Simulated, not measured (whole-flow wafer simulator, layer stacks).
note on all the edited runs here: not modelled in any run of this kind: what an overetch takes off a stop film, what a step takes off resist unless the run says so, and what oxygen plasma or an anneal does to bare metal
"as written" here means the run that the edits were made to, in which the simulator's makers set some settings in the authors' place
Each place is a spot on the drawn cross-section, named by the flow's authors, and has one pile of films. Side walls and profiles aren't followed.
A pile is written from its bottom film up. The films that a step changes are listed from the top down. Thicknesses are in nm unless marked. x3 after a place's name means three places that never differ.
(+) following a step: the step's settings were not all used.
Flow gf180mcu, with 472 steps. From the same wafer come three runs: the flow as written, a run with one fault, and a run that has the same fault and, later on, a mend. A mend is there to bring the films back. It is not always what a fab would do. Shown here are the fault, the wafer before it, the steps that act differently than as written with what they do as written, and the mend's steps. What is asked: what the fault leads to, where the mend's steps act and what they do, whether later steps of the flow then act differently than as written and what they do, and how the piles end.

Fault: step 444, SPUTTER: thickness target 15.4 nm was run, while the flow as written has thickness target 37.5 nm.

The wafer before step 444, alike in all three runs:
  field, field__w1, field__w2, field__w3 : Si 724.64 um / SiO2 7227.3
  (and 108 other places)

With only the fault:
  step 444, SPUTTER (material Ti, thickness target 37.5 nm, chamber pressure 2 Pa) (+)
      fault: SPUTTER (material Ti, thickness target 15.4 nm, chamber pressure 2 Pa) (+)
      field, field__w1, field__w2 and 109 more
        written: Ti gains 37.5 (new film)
        fault: Ti gains 15.4 (new film)
  Steps further on in the flow that do not act as written (4 more steps, not shown, differ only slightly: by at most 2% or 0.5 nm, whichever is larger):
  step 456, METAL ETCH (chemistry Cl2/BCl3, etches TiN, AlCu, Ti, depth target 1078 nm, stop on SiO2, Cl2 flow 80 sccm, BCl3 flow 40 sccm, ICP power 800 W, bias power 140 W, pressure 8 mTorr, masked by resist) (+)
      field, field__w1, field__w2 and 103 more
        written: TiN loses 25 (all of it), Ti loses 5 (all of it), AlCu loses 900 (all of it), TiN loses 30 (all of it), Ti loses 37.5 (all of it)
        fault: TiN loses 25 (all of it), Ti loses 5 (all of it), AlCu loses 900 (all of it), TiN loses 30 (all of it), Ti loses 15.4 (all of it)
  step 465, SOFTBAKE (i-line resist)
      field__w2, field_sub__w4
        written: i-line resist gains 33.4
        fault: i-line resist gains 32.3
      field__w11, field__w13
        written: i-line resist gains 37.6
        fault: i-line resist gains 36.4
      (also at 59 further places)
  The piles end different from the flow's at field__w8, contact, m1, m1__w1, pad, m1_nw by more than 2% or 0.5 nm, whichever is larger.
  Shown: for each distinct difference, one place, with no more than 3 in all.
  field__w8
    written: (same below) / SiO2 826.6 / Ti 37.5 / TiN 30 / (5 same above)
    fault: (same below) / SiO2 826.6 / Ti 15.4 / TiN 30 / (5 same above)
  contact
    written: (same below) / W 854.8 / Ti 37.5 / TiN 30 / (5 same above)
    fault: (same below) / W 854.8 / Ti 15.4 / TiN 30 / (5 same above)
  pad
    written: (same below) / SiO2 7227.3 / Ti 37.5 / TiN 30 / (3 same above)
    fault: (same below) / SiO2 7227.3 / Ti 15.4 / TiN 30 / (3 same above)

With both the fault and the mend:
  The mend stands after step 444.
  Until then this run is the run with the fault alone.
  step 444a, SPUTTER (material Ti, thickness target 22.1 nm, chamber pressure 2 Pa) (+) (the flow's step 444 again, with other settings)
      field, field__w1, field__w2 and 109 more
        Ti gains 22.1
  Every later step of the flow that is run acts as written at every place that is followed.
  By the end, the piles equal the flow's at every place that both follow.
